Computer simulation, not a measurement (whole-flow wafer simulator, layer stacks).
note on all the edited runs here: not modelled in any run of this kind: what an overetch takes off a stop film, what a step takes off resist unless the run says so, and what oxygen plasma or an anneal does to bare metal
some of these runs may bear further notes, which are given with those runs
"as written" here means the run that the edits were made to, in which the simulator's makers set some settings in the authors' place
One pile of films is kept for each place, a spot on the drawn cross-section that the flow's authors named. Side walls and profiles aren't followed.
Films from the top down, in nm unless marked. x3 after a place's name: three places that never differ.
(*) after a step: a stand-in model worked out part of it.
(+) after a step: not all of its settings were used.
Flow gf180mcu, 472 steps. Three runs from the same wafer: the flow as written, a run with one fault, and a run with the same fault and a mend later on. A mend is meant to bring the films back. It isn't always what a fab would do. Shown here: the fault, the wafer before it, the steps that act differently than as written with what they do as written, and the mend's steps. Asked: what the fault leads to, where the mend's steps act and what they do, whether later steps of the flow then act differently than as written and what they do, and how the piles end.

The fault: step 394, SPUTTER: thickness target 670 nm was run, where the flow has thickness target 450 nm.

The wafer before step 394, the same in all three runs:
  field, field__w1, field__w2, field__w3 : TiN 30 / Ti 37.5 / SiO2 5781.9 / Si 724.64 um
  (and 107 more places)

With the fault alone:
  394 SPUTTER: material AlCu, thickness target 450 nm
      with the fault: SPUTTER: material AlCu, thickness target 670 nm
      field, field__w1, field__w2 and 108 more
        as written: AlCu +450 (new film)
        with the fault: AlCu +670 (new film)
  Later steps of the flow that act differently than as written (1 more step differs only slightly, by at most 2% or 0.5 nm, whichever is larger, and isn't shown):
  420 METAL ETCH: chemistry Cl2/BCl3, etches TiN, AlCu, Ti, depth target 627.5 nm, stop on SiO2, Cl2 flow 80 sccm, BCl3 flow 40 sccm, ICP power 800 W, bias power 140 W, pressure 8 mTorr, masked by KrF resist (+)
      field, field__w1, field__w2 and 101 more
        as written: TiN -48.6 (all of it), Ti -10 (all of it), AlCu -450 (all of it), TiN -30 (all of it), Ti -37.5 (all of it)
        with the fault: TiN -48.6 (all of it), Ti -10 (all of it), AlCu -568.9
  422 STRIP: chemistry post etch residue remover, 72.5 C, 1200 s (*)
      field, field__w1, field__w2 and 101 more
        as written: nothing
        with the fault: AlCu -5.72
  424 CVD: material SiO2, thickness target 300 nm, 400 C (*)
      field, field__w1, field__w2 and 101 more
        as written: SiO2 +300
        with the fault: SiO2 +300 (new film)
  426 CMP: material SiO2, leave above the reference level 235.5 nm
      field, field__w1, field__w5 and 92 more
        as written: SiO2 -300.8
        with the fault: SiO2 -243.7
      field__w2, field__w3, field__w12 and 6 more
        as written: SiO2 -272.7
        with the fault: SiO2 -212.9
  At the end the piles differ from the flow's by more than 2% or 0.5 nm, whichever is larger, at field, field__w1, field__w2 and 109 more.
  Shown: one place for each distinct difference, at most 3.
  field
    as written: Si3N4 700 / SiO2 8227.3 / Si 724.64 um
    with the fault: Si3N4 700 / SiO2 2502.5 / AlCu 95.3 / TiN 30 / Ti 37.5 / SiO2 5781.9 / Si 724.64 um
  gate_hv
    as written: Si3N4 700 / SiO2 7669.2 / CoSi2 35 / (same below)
    with the fault: Si3N4 700 / SiO2 2502.5 / AlCu 95.3 / TiN 30 / Ti 37.5 / SiO2 5223.8 / CoSi2 35 / (same below)
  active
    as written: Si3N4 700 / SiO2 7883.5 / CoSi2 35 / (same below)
    with the fault: Si3N4 700 / SiO2 2502.5 / AlCu 95.3 / TiN 30 / Ti 37.5 / SiO2 5438.1 / CoSi2 35 / (same below)

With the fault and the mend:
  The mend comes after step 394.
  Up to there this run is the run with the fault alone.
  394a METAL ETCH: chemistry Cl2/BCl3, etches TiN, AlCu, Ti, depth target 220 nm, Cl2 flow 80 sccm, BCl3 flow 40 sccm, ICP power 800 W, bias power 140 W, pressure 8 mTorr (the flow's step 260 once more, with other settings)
      field, field__w1, field__w2 and 108 more
        AlCu -220
  No later step of the flow acts differently than as written at any place that is followed.
  At the end the piles are the same as the flow's at every place that both follow.
